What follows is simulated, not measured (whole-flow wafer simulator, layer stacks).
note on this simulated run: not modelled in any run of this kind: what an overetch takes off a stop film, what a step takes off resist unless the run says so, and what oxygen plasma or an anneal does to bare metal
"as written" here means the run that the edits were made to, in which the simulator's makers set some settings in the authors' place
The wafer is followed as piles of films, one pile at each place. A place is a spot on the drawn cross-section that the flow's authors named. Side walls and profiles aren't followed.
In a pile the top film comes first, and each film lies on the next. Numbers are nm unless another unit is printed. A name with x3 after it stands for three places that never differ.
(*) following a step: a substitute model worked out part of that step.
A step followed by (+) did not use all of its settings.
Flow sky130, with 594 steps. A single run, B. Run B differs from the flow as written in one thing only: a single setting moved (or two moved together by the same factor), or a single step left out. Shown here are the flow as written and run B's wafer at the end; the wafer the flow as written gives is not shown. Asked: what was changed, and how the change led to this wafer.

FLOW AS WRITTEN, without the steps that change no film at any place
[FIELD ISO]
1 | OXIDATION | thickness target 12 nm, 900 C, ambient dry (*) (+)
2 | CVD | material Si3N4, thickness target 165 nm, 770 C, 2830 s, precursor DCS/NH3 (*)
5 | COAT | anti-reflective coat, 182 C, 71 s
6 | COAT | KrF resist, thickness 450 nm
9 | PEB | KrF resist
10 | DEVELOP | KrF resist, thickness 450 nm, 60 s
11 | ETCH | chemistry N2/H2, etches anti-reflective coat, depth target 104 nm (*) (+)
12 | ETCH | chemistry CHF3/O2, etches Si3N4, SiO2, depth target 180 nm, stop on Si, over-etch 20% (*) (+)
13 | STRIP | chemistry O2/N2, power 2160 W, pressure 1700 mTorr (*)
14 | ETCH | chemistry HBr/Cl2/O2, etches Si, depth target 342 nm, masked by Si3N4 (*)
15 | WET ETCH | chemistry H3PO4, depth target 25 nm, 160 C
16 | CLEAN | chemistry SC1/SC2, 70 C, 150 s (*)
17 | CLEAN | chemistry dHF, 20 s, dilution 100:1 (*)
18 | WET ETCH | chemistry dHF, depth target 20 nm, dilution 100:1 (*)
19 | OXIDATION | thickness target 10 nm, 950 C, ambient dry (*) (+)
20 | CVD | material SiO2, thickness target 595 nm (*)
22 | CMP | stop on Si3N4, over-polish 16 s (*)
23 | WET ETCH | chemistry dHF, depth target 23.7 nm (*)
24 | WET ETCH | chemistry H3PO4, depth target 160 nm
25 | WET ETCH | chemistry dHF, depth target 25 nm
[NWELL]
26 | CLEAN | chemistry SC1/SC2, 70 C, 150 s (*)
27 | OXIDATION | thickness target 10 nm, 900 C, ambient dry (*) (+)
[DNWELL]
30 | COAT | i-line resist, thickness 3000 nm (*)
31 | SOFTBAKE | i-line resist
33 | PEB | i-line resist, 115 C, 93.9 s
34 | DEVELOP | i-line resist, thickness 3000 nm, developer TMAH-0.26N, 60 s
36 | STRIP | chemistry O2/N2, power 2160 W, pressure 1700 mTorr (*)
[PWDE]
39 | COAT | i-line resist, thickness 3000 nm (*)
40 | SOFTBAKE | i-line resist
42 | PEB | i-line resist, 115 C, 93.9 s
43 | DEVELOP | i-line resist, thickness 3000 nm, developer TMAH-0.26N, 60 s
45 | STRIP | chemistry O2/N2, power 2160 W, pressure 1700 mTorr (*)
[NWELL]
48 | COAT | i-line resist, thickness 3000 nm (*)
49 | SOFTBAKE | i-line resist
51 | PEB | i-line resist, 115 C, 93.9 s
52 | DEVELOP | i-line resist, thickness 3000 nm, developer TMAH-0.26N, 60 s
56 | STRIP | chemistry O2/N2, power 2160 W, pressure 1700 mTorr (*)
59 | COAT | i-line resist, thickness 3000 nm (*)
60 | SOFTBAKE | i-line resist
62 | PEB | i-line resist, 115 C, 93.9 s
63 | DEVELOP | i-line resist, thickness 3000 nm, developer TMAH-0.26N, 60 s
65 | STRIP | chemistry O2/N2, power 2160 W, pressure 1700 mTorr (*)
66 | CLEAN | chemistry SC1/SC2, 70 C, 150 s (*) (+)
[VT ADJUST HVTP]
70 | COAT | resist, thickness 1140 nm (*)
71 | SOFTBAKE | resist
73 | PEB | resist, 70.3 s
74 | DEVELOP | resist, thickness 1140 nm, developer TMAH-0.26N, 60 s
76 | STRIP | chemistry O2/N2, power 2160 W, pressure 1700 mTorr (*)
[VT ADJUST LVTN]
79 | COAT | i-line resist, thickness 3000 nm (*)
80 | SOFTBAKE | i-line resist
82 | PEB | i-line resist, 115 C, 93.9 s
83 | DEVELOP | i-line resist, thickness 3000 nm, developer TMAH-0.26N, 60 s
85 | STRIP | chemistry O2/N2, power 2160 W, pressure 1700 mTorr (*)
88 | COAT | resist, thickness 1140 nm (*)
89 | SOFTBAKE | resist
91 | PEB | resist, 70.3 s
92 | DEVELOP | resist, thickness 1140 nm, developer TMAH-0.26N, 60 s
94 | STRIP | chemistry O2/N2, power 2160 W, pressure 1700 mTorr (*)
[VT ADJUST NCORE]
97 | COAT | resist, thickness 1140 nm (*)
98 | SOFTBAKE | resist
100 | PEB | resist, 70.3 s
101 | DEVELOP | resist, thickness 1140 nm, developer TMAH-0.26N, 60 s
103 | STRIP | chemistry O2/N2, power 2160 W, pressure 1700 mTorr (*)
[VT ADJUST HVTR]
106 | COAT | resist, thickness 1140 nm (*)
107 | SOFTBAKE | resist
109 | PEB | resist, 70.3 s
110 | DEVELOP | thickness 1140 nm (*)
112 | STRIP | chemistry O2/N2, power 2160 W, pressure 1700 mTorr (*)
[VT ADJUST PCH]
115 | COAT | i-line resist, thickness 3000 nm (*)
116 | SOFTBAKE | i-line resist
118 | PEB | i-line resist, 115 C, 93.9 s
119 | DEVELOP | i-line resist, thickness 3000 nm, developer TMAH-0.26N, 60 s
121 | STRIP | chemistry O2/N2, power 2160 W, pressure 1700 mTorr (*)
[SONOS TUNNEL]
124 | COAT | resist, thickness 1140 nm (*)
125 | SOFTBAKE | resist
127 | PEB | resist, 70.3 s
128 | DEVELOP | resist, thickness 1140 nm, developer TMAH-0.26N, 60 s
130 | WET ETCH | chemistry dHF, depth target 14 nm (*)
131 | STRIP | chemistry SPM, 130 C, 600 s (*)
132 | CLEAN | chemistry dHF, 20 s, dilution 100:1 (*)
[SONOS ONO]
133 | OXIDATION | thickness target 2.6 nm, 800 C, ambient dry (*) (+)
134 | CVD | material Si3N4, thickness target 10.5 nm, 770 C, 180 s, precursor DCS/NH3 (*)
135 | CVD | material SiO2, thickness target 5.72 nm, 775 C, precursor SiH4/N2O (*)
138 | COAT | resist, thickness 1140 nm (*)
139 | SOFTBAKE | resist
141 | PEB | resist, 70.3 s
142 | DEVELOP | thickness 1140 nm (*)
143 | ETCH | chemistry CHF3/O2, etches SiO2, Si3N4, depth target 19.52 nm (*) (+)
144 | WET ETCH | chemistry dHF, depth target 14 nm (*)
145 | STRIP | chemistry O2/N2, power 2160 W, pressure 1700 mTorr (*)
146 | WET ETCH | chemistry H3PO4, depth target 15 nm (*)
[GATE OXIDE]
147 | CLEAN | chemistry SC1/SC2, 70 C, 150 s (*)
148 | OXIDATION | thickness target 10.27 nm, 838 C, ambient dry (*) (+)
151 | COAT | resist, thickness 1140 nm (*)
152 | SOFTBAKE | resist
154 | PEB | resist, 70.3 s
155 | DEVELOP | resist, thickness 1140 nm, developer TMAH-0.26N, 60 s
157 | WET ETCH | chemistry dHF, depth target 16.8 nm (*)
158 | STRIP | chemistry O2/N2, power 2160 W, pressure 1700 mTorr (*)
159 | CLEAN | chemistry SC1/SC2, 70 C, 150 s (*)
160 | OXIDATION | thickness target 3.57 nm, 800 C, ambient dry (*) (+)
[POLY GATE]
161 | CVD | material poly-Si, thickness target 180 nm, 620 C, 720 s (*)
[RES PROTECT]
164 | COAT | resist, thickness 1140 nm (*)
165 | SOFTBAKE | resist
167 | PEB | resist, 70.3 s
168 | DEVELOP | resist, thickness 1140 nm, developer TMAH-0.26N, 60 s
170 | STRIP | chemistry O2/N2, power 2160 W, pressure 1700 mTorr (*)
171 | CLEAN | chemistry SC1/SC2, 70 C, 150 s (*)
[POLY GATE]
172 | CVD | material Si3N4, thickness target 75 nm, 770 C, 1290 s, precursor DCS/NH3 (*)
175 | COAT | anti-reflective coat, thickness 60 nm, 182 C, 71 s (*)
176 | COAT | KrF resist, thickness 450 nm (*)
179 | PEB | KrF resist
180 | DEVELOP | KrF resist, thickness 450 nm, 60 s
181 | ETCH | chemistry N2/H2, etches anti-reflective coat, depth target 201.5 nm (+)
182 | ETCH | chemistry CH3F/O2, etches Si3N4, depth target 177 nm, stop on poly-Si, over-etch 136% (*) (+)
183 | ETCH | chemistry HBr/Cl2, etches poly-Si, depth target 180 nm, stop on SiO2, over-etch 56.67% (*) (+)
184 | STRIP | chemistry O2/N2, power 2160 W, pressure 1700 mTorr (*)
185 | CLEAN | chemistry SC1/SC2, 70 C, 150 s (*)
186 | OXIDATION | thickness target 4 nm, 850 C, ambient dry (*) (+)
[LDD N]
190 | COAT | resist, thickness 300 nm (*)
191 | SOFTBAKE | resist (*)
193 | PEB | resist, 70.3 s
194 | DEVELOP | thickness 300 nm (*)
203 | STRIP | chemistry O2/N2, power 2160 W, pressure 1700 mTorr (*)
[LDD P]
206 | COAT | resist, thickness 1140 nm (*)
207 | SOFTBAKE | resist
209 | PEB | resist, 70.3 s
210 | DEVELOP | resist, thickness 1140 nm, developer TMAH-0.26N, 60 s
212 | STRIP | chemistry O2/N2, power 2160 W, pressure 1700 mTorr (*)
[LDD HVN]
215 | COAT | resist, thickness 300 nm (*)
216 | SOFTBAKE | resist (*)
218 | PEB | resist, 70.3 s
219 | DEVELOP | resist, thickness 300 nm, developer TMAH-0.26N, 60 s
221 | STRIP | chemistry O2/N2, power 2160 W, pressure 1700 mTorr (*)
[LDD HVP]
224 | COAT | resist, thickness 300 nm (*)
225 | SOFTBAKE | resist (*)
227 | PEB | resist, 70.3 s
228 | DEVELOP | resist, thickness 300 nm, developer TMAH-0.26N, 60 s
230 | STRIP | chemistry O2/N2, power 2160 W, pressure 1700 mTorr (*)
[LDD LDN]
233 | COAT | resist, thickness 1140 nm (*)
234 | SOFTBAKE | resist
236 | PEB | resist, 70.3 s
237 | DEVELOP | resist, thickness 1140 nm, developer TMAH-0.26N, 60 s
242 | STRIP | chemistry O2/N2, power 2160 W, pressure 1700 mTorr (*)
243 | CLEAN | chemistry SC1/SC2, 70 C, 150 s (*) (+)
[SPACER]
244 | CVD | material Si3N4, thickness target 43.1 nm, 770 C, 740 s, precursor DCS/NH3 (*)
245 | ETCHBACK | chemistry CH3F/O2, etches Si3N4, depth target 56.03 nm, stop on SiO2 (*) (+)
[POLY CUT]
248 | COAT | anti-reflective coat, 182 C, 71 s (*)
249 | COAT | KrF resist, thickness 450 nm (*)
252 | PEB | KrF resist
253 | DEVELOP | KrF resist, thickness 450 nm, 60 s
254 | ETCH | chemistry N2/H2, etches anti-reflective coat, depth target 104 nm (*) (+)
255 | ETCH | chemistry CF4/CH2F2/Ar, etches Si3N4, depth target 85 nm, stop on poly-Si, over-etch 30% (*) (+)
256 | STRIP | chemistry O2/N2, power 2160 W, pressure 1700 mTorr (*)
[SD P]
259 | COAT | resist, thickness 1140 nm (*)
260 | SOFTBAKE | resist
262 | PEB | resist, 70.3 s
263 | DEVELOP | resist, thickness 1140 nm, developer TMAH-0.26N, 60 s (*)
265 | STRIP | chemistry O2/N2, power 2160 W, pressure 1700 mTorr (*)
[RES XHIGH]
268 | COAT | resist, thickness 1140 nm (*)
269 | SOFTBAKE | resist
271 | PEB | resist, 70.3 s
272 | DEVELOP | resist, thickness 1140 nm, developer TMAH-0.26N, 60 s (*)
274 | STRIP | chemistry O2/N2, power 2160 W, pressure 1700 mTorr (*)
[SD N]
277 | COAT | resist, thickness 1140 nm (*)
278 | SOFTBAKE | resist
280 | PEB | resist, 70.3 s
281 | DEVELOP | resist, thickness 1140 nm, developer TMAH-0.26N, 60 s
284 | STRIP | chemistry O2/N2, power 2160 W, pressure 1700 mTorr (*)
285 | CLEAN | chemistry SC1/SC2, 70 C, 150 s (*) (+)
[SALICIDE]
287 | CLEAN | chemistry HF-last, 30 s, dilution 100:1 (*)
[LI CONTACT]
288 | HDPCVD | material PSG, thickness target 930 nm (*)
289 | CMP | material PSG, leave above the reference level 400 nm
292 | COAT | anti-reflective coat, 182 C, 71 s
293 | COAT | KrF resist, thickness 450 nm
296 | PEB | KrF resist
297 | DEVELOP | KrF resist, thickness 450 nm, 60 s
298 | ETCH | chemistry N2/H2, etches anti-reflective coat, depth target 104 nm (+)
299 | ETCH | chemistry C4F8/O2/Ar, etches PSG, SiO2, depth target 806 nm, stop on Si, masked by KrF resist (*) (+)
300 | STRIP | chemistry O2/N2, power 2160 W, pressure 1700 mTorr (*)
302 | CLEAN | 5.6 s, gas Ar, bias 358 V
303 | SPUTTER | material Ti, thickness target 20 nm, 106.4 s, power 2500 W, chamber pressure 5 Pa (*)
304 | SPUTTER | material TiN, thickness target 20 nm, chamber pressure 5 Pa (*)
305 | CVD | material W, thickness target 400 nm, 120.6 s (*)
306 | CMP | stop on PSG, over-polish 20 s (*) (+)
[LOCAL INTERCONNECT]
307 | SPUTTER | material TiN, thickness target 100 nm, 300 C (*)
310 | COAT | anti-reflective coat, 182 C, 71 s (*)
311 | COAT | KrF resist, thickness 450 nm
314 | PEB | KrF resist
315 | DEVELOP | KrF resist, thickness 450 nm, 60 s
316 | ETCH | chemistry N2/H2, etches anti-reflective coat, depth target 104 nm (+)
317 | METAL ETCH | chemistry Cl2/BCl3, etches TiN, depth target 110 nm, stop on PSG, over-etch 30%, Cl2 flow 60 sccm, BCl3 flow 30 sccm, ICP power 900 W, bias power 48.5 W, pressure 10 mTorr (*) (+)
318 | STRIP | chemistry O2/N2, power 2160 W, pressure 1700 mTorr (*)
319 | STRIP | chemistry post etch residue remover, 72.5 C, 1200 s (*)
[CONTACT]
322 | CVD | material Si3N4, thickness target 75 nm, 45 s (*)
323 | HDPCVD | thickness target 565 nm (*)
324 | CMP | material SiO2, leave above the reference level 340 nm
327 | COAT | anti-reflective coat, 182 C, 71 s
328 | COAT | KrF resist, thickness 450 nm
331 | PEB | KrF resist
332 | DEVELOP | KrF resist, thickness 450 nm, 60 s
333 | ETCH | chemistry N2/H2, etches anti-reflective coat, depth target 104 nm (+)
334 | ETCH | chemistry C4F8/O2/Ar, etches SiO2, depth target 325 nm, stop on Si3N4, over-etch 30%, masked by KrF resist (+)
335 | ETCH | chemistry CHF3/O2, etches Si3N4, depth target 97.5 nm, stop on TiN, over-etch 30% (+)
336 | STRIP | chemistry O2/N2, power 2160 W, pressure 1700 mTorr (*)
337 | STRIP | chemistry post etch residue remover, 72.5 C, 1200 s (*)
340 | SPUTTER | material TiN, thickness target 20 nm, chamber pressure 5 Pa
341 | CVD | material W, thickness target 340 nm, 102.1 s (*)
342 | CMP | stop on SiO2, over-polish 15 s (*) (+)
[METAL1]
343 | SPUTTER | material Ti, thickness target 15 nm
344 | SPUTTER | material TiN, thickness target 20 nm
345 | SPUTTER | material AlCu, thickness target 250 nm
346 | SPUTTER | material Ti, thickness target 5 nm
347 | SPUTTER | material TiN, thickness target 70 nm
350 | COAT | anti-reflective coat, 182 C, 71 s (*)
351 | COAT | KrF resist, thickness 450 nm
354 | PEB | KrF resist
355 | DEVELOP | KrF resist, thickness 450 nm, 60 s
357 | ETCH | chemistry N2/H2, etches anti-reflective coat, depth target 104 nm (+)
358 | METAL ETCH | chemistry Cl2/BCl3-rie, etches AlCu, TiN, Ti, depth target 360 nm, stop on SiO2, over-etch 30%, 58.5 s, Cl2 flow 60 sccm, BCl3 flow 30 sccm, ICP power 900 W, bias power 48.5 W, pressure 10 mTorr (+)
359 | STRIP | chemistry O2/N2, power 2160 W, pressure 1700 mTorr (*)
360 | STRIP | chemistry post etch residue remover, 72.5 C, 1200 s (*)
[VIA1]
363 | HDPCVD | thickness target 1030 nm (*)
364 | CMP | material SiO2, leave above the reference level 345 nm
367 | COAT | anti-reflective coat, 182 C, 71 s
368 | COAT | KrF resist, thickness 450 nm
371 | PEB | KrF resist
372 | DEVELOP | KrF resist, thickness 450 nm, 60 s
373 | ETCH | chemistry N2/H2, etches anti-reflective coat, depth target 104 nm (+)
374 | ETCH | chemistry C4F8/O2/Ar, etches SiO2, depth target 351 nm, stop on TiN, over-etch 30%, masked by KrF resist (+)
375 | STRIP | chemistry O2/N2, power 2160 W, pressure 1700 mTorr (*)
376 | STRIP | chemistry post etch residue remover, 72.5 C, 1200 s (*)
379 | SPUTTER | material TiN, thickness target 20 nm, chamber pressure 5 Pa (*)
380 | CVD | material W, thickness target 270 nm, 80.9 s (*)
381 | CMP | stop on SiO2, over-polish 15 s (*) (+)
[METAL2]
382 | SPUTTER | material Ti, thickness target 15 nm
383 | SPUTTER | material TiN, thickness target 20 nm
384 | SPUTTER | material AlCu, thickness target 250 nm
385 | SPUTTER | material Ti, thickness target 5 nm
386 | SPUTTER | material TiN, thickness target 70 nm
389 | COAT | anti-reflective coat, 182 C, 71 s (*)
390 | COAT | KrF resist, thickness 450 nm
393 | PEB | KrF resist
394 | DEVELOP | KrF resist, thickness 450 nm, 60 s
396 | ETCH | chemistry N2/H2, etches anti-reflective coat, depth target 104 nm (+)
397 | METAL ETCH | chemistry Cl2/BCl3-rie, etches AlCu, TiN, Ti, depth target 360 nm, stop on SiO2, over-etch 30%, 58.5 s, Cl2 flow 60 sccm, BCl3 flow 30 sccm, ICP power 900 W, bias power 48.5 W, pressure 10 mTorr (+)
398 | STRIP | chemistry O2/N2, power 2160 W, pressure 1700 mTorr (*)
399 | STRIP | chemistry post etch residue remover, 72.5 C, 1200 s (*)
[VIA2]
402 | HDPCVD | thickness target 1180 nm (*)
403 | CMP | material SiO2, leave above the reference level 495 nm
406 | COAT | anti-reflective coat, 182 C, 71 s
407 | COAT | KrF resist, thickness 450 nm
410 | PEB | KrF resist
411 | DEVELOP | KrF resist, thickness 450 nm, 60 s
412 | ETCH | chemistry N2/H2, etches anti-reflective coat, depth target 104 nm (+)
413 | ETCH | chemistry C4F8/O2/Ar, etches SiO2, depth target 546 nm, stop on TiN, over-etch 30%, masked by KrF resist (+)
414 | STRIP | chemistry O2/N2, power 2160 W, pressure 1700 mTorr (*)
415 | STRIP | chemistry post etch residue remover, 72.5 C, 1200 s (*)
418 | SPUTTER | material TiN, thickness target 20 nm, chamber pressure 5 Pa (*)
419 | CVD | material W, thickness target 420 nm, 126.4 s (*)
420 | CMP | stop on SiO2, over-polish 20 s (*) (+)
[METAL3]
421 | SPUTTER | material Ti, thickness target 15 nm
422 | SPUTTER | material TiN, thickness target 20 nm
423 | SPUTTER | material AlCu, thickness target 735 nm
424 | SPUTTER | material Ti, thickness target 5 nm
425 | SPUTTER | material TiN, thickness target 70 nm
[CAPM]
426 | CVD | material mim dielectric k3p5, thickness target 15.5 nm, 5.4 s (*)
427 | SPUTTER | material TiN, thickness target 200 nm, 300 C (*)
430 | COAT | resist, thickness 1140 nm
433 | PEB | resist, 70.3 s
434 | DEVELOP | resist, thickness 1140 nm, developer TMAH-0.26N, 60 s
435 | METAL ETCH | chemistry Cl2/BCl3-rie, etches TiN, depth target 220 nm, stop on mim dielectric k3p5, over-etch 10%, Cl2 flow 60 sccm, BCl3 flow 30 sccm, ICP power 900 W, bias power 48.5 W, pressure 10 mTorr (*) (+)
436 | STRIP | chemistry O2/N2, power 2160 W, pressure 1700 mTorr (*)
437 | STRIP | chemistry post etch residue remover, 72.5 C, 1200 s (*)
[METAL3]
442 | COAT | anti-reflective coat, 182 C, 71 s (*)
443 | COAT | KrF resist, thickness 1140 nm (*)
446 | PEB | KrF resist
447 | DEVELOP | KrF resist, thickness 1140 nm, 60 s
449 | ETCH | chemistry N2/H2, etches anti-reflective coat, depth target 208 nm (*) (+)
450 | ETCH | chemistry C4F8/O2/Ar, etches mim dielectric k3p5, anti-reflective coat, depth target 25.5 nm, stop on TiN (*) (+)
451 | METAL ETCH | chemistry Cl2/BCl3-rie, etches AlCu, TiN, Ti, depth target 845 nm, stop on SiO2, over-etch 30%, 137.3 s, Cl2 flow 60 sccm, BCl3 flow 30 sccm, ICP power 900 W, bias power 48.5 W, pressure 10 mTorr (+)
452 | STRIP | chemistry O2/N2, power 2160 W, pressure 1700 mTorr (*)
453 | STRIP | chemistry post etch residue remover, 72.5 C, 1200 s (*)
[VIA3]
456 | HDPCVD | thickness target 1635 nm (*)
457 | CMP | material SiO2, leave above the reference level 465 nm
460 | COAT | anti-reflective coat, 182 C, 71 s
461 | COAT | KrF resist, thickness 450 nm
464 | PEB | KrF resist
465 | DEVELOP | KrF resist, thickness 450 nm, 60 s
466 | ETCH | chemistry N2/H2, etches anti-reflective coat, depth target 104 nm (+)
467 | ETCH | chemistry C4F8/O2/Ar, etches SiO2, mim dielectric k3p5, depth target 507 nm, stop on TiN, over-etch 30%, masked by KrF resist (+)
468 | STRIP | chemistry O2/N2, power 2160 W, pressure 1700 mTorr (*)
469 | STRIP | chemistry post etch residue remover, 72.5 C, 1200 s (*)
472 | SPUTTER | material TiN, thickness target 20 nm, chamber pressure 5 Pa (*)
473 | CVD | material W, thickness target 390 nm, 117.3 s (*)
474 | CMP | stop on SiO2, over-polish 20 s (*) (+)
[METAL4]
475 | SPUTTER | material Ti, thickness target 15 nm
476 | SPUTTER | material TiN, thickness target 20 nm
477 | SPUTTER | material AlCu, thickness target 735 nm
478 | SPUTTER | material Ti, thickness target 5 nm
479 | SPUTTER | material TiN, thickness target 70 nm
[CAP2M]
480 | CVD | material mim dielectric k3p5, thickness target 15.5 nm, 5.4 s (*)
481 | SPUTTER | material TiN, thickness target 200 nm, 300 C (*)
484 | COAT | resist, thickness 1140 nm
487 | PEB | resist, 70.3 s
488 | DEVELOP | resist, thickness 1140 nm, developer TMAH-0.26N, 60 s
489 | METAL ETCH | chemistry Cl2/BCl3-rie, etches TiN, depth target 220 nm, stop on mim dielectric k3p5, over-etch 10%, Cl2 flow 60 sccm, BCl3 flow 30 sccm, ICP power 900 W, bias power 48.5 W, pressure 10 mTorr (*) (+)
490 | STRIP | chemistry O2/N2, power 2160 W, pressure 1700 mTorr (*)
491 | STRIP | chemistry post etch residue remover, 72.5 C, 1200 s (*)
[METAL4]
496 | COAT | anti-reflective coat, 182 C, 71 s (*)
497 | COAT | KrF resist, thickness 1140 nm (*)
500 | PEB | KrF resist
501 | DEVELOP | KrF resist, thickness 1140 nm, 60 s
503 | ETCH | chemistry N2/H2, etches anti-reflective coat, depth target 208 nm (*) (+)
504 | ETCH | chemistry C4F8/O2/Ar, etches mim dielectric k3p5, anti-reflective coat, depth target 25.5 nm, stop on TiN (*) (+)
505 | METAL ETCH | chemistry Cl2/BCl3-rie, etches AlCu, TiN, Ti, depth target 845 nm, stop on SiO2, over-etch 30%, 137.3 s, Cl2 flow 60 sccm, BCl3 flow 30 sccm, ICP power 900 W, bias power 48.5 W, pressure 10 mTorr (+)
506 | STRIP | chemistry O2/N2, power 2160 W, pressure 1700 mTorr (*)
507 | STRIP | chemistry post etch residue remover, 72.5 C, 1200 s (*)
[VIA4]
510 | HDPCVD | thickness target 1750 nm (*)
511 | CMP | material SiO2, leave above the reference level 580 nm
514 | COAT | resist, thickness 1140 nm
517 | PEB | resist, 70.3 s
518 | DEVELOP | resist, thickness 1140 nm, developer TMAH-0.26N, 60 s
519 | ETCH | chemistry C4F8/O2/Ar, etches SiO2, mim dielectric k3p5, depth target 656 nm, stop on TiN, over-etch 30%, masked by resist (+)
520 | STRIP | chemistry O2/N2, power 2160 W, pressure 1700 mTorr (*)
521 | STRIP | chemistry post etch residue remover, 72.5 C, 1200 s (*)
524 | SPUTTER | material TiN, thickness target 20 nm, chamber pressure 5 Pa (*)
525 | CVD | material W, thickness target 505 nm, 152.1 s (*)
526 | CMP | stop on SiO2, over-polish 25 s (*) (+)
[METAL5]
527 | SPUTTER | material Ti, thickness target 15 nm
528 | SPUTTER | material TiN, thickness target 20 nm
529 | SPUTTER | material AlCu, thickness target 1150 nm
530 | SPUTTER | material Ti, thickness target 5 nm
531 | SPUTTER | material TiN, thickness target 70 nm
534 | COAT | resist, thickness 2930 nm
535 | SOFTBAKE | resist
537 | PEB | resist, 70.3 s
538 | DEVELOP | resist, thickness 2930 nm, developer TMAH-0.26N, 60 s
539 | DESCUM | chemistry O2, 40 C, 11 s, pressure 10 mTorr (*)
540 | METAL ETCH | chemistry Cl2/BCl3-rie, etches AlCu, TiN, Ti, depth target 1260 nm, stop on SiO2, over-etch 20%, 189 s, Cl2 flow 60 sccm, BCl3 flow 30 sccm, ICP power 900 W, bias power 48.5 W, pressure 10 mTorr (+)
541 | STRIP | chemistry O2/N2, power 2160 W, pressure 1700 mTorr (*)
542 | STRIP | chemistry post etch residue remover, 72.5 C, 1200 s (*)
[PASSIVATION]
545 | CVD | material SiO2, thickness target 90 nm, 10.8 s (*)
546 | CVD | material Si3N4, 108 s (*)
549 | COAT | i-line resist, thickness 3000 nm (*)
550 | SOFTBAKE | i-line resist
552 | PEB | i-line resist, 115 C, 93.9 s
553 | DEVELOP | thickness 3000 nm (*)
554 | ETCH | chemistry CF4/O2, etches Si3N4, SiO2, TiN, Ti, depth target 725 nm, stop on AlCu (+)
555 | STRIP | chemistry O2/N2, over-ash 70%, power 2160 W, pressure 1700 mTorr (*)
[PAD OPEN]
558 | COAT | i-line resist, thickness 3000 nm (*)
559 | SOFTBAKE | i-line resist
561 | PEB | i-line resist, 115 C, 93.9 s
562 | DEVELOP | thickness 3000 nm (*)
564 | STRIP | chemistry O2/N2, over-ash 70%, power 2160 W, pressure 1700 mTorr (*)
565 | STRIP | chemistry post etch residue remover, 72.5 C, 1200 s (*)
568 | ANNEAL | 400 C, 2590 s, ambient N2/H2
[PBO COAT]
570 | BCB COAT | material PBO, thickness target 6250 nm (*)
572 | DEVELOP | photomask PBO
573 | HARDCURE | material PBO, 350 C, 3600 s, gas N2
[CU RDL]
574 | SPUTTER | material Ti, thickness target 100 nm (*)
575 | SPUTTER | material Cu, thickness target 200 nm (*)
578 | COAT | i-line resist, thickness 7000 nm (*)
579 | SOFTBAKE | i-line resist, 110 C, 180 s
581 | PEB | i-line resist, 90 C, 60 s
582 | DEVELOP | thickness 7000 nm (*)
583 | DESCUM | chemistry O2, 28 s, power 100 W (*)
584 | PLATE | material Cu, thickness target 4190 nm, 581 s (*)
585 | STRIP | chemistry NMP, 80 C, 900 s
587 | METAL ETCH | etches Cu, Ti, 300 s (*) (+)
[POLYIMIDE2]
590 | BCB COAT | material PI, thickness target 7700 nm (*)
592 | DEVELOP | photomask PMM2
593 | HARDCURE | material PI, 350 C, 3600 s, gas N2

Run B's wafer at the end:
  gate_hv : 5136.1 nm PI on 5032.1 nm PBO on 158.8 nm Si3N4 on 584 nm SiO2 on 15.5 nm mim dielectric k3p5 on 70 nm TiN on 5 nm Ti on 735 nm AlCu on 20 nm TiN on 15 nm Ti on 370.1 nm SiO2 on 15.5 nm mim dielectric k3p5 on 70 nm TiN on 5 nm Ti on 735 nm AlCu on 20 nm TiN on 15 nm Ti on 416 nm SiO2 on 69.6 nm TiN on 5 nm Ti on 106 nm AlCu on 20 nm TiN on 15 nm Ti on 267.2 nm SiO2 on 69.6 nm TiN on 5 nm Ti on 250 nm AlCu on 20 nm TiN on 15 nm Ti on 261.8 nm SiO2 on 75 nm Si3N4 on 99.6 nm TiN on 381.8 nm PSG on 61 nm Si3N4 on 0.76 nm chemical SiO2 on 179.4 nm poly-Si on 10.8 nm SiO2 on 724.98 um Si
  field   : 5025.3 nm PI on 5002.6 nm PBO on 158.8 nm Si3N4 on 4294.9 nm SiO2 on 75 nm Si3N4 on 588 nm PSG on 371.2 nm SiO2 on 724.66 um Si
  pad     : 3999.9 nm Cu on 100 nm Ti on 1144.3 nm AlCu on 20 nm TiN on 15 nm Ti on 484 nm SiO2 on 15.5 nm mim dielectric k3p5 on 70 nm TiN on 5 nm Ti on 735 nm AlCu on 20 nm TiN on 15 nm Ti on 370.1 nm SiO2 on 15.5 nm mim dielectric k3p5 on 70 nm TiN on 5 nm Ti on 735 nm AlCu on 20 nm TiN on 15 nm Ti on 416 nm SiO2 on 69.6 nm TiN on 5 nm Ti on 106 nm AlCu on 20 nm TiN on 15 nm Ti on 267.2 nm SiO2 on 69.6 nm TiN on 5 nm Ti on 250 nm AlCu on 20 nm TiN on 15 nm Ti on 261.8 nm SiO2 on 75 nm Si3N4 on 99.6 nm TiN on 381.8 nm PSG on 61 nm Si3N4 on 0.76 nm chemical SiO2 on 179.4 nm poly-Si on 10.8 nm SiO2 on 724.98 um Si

The reason: step 384, SPUTTER: thickness target 106 nm was run, while the flow as written has thickness target 250 nm.
The wafer lets one read it off: gate_hv has AlCu 106, and step 384 as written asks for 250 nm.

Step by step, how the change led to this:
  384 | SPUTTER | material AlCu, thickness target 250 nm
      field, active, n_well and 188 more: +106 AlCu (new film) (as written it would have been: +250 AlCu (new film))
  397 | METAL ETCH | chemistry Cl2/BCl3-rie, etches AlCu, TiN, Ti, depth target 360 nm, stop on SiO2, over-etch 30%, 58.5 s, Cl2 flow 60 sccm, BCl3 flow 30 sccm, ICP power 900 W, bias power 48.5 W, pressure 10 mTorr (+)
      field, active, gate and 82 more: -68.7 TiN (all of it), -5 Ti (all of it), -106 AlCu (all of it), -20 TiN (all of it), -15 Ti (all of it), -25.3 SiO2 (as written it would have been: -68.7 TiN (all of it), -5 Ti (all of it), -250 AlCu (all of it), -20 TiN (all of it), -15 Ti (all of it), -10.9 SiO2)
  403 | CMP | material SiO2, leave above the reference level 495 nm
      field, active, gate and 82 more: -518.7 SiO2 (as written it would have been: -389.1 SiO2)
